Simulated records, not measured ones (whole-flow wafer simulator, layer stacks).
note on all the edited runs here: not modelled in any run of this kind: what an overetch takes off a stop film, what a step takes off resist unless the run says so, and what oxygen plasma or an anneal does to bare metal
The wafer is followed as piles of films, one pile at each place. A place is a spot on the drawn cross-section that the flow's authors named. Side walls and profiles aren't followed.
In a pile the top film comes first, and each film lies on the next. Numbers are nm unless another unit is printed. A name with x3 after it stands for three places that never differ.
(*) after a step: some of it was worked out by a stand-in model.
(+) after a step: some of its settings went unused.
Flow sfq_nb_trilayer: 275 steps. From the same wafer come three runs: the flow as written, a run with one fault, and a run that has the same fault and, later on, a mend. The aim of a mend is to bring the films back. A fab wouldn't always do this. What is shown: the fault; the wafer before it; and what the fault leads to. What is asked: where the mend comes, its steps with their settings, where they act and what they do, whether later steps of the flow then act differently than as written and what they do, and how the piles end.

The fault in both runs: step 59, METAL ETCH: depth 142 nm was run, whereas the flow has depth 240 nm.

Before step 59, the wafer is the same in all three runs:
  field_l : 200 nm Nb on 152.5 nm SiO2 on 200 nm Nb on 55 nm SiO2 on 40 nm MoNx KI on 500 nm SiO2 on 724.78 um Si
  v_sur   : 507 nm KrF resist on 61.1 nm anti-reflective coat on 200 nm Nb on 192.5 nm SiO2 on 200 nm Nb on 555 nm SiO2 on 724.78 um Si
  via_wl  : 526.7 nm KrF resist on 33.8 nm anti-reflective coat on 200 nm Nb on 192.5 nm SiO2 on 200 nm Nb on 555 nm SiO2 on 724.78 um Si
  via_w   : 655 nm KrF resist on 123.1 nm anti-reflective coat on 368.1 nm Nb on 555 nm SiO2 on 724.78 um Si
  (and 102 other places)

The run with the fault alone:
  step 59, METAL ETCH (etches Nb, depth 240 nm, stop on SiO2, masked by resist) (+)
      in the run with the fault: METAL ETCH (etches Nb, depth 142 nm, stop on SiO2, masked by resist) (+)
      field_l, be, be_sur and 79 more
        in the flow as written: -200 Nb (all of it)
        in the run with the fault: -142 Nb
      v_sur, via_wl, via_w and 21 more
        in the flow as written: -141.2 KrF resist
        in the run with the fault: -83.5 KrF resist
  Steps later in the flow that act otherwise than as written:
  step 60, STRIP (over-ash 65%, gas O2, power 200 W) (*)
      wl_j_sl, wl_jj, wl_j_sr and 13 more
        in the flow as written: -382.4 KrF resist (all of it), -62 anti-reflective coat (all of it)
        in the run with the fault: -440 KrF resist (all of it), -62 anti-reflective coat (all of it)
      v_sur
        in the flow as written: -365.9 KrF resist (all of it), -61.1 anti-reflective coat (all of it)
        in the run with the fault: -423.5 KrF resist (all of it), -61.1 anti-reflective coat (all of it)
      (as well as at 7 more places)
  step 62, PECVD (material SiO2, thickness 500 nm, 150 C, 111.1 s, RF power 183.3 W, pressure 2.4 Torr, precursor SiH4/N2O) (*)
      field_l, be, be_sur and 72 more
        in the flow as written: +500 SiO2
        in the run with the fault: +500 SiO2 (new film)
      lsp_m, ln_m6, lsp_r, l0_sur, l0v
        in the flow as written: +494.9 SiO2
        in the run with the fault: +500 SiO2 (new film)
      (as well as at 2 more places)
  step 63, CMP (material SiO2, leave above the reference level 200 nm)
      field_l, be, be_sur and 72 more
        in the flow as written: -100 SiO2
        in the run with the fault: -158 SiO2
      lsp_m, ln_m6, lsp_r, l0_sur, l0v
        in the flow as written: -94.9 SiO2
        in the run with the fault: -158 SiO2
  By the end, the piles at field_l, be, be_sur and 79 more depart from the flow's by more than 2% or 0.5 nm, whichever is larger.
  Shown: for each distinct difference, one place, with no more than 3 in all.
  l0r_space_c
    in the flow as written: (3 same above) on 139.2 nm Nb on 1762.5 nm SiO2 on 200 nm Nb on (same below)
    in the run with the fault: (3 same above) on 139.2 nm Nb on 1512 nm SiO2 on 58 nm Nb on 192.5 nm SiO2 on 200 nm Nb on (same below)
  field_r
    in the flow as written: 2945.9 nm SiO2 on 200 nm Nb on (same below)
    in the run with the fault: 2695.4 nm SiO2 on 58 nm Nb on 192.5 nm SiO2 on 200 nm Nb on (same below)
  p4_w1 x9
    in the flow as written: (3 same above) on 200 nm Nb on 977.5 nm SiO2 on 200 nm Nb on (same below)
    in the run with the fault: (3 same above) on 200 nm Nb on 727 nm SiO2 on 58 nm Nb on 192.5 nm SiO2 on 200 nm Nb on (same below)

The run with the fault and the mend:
  After step 59 comes the mend.
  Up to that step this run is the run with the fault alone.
  step 59a, METAL ETCH (etches Nb, depth 98 nm, stop on SiO2, masked by resist) (+) (the flow's step 59 again, with other settings)
      field_l, be, be_sur and 79 more
        -58 Nb (all of it)
      v_sur, via_wl, via_w and 21 more
        -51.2 KrF resist
  None of the later steps of the flow differs from how it acts as written, at any place that is followed, by more than 2% or 0.5 nm, whichever is larger.
  At every place that both follow, the piles at the end match the flow's.
